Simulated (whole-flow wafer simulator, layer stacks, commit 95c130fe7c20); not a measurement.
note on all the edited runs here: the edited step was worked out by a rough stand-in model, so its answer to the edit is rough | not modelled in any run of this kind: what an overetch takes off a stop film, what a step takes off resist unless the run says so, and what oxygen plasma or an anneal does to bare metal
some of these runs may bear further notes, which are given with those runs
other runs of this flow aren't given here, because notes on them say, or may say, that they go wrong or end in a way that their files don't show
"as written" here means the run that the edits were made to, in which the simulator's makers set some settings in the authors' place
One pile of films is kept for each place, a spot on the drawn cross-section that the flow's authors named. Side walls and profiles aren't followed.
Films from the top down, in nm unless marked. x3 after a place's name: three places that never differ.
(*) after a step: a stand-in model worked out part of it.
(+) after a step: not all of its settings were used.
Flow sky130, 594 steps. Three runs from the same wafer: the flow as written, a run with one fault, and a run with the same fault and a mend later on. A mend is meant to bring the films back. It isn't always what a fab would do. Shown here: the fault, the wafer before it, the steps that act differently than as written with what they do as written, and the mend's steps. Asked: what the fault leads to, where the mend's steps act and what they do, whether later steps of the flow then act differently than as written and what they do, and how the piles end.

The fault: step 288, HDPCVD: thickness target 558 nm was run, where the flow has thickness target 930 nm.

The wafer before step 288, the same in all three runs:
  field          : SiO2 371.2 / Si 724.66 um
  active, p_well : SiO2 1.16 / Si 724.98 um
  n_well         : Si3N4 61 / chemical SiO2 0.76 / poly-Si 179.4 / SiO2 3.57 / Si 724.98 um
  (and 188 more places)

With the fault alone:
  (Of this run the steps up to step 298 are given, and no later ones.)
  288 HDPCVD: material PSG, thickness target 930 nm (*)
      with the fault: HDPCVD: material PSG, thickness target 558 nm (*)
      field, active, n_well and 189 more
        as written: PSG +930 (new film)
        with the fault: PSG +558 (new film)
  Later steps of the flow that act differently than as written (2 more steps differ only slightly, by at most 2% or 0.5 nm, whichever is larger, and aren't shown):
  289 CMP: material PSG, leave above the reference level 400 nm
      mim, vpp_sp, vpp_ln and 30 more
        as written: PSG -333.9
        with the fault: nothing
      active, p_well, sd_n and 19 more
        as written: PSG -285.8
        with the fault: nothing
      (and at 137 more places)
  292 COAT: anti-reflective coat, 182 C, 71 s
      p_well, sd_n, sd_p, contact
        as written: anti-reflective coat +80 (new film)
        with the fault: anti-reflective coat +126.5 (new film)
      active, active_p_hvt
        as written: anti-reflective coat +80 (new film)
        with the fault: anti-reflective coat +124.8 (new film)
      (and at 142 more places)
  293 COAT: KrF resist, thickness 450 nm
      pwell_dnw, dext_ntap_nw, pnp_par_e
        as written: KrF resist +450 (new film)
        with the fault: KrF resist +462.9 (new film)
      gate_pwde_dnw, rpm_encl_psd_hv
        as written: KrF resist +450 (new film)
        with the fault: KrF resist +439.7 (new film)
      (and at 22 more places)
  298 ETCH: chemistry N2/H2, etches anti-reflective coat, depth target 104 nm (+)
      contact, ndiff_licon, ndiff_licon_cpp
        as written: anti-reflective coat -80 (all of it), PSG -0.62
        with the fault: anti-reflective coat -104
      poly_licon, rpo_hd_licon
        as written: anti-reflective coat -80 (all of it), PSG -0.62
        with the fault: anti-reflective coat -62 (all of it), PSG -1.08
  After step 298 the piles differ from the flow's by more than 2% or 0.5 nm, whichever is larger, at field, active, n_well and 172 more.
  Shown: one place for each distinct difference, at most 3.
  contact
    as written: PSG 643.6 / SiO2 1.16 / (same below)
    with the fault: anti-reflective coat 22.5 / PSG 558 / SiO2 1.16 / (same below)
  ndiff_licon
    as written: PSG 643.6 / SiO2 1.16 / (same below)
    with the fault: anti-reflective coat 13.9 / PSG 558 / SiO2 1.16 / (same below)
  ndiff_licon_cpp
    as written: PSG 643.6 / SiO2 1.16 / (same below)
    with the fault: anti-reflective coat 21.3 / PSG 558 / SiO2 1.16 / (same below)

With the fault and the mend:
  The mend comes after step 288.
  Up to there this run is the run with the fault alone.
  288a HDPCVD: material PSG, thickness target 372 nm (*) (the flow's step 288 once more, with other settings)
      field, active, n_well and 189 more
        PSG +372
  No later step of the flow acts differently than as written, at any place that is followed, by more than 2% or 0.5 nm, whichever is larger.
  At the end the piles differ from the flow's only slightly at the places that both follow, by at most 2% or 0.5 nm, whichever is larger.
